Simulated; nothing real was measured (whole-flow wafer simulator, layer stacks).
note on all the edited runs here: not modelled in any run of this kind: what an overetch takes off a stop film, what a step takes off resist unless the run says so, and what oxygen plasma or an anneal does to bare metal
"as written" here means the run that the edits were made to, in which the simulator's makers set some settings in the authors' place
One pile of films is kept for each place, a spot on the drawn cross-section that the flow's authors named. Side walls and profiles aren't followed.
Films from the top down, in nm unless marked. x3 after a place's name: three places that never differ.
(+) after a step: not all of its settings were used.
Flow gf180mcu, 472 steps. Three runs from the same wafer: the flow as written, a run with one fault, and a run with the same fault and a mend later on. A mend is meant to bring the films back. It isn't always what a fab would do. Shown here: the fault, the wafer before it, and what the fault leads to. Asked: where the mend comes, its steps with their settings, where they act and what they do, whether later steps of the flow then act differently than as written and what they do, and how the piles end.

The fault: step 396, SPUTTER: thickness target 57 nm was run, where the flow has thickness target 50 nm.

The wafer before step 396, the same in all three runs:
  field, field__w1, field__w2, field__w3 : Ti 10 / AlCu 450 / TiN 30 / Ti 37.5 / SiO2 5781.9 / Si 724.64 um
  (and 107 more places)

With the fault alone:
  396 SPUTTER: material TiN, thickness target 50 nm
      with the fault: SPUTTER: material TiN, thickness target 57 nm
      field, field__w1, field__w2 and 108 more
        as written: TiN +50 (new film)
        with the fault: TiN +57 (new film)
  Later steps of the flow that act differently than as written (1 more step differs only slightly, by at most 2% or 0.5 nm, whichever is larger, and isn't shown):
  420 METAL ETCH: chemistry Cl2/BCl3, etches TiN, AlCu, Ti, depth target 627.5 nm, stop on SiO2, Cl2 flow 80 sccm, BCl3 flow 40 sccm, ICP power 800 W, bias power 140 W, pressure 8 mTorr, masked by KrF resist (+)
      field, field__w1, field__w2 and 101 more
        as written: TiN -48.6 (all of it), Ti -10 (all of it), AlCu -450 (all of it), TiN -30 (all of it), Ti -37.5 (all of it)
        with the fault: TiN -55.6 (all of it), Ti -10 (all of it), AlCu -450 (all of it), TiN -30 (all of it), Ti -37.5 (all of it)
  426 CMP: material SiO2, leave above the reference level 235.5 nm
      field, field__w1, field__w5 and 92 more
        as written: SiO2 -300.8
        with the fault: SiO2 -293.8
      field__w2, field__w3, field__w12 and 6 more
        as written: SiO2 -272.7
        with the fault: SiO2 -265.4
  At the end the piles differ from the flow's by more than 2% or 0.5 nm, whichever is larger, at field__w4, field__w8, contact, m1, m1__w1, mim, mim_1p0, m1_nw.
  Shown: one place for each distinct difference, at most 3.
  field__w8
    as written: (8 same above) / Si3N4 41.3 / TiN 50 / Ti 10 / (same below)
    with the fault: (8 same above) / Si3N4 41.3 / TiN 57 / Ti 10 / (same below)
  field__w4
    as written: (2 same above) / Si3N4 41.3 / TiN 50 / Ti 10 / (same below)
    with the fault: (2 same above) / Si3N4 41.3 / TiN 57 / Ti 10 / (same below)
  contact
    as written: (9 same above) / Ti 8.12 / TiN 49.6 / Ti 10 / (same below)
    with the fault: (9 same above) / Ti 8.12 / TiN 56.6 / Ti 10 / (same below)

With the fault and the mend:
  The mend comes after step 396.
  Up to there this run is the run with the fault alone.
  396a METAL ETCH: chemistry Cl2/BCl3, etches TiN, AlCu, Ti, depth target 7 nm, Cl2 flow 80 sccm, BCl3 flow 40 sccm, ICP power 800 W, bias power 140 W, pressure 8 mTorr (the flow's step 260 once more, with other settings)
      field, field__w1, field__w2 and 108 more
        TiN -7
  No later step of the flow acts differently than as written at any place that is followed.
  At the end the piles are the same as the flow's at every place that both follow.
